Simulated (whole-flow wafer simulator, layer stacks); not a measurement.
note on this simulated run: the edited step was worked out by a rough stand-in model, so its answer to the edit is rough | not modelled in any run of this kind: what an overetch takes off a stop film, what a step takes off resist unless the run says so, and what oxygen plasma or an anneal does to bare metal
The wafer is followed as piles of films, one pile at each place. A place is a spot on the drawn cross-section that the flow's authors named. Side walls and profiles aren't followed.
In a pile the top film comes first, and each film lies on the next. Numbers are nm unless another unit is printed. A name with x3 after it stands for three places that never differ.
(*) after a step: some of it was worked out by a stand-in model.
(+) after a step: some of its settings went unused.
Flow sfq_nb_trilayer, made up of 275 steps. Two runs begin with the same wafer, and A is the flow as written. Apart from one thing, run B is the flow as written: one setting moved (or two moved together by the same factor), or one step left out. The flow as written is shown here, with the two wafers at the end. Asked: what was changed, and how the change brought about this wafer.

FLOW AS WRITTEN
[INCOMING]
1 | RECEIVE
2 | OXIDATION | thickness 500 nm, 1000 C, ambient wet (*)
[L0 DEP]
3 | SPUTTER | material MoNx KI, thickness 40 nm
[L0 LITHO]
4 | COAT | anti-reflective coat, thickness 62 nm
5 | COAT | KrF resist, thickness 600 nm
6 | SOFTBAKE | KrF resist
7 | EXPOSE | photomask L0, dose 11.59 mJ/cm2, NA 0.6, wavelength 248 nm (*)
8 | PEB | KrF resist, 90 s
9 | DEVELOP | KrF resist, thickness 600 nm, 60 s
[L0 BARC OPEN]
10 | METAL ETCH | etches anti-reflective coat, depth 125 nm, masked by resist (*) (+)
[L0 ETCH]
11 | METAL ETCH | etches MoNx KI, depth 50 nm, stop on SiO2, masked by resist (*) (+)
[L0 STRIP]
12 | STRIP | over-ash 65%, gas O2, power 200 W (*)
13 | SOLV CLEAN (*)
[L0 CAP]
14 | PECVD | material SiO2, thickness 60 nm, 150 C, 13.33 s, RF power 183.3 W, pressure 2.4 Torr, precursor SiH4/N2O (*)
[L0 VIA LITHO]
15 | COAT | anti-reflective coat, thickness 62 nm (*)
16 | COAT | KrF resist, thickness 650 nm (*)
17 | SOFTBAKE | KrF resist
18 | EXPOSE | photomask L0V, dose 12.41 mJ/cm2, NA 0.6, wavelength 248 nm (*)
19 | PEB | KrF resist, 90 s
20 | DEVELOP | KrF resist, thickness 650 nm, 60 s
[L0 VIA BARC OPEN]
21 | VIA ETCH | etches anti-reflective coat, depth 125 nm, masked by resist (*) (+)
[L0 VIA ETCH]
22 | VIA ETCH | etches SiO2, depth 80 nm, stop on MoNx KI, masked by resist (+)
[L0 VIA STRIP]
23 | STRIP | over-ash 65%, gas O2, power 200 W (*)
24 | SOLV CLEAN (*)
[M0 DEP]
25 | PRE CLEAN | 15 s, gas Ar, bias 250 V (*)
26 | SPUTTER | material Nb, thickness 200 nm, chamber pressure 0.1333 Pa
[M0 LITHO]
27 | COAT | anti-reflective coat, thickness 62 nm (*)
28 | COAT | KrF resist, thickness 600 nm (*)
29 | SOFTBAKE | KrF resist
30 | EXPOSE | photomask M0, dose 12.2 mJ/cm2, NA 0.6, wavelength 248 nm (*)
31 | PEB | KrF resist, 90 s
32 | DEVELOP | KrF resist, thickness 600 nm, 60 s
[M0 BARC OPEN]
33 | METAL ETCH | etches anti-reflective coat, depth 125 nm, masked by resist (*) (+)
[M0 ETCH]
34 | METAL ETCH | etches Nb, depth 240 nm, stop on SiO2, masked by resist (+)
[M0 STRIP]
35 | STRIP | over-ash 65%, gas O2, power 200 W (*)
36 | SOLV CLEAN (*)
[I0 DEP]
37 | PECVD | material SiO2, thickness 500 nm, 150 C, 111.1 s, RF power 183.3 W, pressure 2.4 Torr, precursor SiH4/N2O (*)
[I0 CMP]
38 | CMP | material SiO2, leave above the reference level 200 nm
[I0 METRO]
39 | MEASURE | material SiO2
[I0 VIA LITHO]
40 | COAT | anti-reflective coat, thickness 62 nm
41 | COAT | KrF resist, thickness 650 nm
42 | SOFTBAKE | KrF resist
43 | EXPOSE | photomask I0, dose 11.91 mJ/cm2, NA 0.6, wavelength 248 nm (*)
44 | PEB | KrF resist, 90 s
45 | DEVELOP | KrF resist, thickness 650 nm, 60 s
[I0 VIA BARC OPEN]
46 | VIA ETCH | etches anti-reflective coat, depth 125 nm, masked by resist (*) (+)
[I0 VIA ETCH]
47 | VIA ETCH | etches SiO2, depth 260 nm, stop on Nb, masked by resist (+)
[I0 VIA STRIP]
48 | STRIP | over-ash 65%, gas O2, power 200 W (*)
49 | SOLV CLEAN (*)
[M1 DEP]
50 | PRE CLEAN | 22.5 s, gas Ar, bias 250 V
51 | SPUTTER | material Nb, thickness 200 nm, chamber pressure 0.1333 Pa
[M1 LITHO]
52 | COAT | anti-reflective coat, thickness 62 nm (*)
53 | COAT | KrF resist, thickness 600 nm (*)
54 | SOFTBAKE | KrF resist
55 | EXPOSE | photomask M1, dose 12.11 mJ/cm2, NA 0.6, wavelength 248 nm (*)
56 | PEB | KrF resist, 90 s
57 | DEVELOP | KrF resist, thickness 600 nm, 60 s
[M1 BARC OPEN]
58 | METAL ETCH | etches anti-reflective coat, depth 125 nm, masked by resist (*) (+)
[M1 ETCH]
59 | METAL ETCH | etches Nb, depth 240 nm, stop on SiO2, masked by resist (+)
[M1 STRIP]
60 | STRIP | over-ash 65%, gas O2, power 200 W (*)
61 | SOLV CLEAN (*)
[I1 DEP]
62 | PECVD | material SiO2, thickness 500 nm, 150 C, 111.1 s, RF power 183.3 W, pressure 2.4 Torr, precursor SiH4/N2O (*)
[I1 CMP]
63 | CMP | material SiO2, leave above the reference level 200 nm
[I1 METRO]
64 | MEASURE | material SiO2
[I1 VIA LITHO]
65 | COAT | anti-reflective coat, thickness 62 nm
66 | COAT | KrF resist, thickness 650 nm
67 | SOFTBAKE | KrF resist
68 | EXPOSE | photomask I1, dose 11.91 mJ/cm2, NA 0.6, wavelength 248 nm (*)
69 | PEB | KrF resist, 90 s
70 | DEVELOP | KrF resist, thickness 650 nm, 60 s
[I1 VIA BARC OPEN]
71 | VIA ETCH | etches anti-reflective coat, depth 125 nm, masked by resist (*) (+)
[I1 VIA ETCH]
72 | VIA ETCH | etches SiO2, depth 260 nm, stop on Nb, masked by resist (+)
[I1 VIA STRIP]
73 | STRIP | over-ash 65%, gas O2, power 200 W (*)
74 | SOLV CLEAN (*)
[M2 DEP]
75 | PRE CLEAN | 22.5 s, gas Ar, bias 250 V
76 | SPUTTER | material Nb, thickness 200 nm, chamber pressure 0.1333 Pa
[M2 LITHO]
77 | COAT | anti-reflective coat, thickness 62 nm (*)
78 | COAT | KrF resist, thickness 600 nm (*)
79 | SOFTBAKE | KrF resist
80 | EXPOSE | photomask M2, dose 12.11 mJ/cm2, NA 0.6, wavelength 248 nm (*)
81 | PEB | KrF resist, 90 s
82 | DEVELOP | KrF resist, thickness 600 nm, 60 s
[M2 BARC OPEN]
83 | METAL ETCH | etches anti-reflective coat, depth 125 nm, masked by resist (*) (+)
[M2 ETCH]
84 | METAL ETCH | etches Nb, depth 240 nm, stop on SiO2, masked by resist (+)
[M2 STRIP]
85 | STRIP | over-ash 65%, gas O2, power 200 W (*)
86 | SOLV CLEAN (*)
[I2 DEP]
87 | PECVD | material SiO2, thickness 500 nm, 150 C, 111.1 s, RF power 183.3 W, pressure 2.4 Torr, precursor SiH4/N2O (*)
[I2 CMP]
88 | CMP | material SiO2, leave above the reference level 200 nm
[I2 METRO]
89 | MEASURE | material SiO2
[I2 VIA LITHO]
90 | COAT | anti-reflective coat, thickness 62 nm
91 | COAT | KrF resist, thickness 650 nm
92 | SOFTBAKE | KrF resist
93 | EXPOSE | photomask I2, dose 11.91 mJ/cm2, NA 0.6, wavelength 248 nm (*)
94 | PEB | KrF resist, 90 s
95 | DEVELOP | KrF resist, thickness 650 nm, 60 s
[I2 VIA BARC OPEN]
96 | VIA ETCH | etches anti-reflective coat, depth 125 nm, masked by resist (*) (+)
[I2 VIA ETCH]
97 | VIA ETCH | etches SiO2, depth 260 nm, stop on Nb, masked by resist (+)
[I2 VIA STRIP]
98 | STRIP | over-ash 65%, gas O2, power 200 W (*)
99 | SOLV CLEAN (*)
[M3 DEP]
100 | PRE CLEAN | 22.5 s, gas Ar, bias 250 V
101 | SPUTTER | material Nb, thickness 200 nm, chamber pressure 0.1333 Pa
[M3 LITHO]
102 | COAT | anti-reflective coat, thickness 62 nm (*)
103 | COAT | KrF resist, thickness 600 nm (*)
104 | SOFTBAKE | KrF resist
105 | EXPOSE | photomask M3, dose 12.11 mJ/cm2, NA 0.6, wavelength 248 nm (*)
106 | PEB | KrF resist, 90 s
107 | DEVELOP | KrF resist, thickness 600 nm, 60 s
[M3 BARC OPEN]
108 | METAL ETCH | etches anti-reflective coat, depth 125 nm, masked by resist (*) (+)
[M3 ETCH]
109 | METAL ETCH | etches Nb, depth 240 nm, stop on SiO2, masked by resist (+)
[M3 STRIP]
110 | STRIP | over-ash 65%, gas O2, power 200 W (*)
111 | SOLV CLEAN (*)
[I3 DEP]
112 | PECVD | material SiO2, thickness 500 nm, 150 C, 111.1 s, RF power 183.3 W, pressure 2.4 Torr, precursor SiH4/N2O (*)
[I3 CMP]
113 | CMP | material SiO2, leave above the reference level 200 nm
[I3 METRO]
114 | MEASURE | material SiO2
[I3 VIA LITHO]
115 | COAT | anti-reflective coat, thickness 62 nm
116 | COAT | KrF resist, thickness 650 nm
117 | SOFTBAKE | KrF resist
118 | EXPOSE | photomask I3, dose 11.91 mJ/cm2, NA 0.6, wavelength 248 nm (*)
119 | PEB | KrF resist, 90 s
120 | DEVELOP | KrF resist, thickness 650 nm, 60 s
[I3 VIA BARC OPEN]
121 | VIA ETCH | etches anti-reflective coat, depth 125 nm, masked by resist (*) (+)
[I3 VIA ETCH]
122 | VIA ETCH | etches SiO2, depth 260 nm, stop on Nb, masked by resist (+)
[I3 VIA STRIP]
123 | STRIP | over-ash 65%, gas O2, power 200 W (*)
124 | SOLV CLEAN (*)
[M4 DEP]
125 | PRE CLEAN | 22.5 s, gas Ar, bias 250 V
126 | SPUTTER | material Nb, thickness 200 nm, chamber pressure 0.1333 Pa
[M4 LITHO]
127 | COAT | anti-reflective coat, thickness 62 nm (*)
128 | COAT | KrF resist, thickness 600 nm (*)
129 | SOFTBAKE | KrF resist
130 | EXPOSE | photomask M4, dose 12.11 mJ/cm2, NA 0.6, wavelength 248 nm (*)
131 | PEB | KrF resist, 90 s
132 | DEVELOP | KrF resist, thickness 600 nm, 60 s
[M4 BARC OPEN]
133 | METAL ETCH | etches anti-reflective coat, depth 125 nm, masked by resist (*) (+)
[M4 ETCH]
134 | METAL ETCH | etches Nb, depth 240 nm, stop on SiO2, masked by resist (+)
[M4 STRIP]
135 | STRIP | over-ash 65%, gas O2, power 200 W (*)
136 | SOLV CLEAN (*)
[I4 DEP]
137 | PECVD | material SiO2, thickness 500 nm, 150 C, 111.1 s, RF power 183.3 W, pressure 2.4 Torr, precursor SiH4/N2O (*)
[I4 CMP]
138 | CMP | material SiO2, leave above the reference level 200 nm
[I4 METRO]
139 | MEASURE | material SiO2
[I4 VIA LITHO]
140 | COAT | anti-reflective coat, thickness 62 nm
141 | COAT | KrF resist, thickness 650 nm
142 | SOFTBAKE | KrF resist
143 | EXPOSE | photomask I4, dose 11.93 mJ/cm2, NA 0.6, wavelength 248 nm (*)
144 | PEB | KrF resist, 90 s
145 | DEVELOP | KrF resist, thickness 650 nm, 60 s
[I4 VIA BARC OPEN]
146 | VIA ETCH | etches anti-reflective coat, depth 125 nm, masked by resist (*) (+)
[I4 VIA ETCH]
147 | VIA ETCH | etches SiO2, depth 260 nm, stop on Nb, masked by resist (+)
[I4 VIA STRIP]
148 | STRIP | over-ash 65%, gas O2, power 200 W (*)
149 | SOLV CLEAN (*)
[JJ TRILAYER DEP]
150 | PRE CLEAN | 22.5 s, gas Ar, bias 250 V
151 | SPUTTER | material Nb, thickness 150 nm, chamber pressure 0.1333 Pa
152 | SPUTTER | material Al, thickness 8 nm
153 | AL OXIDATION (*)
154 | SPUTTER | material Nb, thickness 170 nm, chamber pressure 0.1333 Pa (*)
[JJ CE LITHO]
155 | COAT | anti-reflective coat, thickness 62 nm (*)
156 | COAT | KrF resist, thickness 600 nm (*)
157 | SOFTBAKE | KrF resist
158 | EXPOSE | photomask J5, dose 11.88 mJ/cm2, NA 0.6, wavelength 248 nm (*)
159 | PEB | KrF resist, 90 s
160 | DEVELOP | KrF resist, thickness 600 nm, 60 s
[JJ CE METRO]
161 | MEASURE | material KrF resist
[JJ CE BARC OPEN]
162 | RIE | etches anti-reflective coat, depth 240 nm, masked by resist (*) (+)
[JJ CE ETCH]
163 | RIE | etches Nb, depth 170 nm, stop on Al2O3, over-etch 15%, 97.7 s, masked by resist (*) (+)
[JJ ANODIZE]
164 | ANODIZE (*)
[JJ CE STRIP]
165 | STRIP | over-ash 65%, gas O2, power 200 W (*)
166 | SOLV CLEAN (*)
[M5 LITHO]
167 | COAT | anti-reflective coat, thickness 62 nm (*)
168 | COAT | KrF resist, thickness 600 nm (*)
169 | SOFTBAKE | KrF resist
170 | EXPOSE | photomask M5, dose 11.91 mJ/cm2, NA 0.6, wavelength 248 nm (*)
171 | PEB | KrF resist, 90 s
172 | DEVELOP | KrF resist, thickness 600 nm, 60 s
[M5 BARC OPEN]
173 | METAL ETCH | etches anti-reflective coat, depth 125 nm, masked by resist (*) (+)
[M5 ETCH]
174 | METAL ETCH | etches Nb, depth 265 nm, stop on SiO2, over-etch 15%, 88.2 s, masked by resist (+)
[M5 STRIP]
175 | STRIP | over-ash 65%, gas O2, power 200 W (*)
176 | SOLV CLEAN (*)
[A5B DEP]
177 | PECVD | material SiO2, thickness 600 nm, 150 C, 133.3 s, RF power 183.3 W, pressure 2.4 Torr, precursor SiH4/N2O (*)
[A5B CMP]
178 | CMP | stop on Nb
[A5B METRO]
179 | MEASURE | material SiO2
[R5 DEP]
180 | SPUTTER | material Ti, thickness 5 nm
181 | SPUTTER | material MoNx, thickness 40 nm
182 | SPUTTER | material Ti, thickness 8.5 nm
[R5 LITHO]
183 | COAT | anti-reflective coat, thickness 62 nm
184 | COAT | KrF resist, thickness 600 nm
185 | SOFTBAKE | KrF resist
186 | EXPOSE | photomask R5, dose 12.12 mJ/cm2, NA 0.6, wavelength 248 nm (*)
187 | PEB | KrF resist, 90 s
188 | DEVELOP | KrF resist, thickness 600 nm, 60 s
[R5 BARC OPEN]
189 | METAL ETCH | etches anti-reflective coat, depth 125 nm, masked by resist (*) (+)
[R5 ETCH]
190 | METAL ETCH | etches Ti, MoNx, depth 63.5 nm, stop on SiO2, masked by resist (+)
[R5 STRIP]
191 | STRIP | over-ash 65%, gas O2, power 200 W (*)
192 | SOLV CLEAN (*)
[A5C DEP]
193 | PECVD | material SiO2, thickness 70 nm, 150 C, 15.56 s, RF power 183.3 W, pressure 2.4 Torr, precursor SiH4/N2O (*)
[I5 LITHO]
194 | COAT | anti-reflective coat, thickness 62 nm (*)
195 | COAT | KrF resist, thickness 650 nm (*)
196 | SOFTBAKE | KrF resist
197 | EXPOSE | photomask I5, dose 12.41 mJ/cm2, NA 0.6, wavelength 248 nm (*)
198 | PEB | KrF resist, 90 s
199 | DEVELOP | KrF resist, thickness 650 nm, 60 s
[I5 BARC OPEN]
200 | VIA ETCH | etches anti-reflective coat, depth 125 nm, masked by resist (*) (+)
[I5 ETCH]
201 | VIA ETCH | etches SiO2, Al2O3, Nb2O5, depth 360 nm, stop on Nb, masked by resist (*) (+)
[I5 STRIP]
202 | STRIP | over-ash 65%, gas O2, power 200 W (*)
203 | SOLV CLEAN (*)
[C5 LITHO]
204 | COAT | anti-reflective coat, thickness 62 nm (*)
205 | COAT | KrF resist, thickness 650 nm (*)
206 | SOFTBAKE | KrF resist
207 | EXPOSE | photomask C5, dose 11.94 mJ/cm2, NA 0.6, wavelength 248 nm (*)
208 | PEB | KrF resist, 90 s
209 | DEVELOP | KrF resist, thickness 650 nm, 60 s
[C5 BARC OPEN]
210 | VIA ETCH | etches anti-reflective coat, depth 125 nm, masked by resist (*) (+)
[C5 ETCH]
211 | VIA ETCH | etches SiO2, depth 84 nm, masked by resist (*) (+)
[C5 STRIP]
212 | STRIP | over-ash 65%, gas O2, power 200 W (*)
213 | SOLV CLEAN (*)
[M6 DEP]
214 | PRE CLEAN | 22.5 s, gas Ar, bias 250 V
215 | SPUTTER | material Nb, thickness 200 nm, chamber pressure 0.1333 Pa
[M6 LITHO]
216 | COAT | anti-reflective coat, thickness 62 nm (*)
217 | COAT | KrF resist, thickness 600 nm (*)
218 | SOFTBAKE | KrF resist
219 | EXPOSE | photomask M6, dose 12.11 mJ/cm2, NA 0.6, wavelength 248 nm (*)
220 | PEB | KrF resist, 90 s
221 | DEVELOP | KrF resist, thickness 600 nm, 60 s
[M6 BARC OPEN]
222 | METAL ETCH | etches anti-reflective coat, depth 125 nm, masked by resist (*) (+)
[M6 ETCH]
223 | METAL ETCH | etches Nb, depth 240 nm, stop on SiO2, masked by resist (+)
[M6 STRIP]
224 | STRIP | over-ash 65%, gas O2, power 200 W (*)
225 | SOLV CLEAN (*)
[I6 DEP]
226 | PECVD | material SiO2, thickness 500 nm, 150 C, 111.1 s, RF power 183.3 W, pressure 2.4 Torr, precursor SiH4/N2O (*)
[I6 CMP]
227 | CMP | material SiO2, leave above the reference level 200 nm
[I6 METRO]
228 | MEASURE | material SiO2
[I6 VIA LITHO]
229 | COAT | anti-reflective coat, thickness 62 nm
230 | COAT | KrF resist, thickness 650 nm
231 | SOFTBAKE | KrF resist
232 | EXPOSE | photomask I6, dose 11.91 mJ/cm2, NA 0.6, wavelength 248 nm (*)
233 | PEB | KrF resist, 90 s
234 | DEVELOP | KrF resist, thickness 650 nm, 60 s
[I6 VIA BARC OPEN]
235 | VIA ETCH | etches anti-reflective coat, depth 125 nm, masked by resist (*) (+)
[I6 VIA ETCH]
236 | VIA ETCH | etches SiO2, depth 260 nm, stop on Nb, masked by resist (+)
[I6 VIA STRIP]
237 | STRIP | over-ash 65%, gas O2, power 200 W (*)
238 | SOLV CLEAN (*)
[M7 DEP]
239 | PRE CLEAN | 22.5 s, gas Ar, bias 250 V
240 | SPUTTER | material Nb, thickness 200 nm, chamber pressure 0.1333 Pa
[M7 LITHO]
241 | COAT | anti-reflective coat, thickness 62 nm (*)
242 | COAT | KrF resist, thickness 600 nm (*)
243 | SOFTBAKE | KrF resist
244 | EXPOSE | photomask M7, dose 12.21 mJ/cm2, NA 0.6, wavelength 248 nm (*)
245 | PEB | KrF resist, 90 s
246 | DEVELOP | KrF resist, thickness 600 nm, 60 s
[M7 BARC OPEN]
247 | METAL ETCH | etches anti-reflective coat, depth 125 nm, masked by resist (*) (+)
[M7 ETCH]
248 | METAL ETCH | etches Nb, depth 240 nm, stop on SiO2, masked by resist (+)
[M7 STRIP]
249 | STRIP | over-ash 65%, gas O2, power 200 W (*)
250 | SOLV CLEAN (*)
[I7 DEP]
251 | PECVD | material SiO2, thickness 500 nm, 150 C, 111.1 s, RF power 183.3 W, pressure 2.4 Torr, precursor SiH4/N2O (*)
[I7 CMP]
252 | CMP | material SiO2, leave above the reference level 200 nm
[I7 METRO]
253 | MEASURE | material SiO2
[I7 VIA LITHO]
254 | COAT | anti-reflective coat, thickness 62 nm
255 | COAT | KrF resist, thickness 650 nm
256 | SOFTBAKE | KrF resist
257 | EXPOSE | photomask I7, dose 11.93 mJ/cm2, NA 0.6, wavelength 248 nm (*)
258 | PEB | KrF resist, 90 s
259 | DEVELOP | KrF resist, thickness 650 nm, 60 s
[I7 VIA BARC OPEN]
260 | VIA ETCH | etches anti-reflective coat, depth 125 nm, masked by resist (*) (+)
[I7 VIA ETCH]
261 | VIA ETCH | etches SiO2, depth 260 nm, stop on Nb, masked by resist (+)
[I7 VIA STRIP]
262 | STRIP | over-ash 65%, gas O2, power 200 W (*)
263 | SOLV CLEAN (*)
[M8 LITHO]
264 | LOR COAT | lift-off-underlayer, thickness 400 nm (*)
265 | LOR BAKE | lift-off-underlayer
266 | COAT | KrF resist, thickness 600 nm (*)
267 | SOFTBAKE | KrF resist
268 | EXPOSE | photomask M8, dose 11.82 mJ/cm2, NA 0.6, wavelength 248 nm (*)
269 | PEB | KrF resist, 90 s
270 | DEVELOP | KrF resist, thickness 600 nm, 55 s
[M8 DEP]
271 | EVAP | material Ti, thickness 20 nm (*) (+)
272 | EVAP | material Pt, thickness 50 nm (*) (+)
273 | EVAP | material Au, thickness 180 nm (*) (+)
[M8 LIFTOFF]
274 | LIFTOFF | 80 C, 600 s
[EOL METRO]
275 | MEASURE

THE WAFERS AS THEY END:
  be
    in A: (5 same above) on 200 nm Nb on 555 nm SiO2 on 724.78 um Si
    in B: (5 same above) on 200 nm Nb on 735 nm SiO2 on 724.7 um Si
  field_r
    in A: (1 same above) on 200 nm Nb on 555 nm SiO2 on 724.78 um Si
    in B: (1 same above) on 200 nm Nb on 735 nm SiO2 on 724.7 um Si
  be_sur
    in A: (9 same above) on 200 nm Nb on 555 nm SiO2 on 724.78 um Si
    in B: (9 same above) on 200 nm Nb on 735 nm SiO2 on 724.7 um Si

Cause: step 2, OXIDATION: thickness 680 nm was run, though the flow has thickness 500 nm.

The path from the change to this, step by step:
  2 | OXIDATION | thickness 500 nm, 1000 C, ambient wet (*)
      field_l, v_sur, via_wl and 103 more: A +500 SiO2 (new film), -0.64 chemical SiO2 (all of it), -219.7 Si | B +680 SiO2 (new film), -0.64 chemical SiO2 (all of it), -298.9 Si
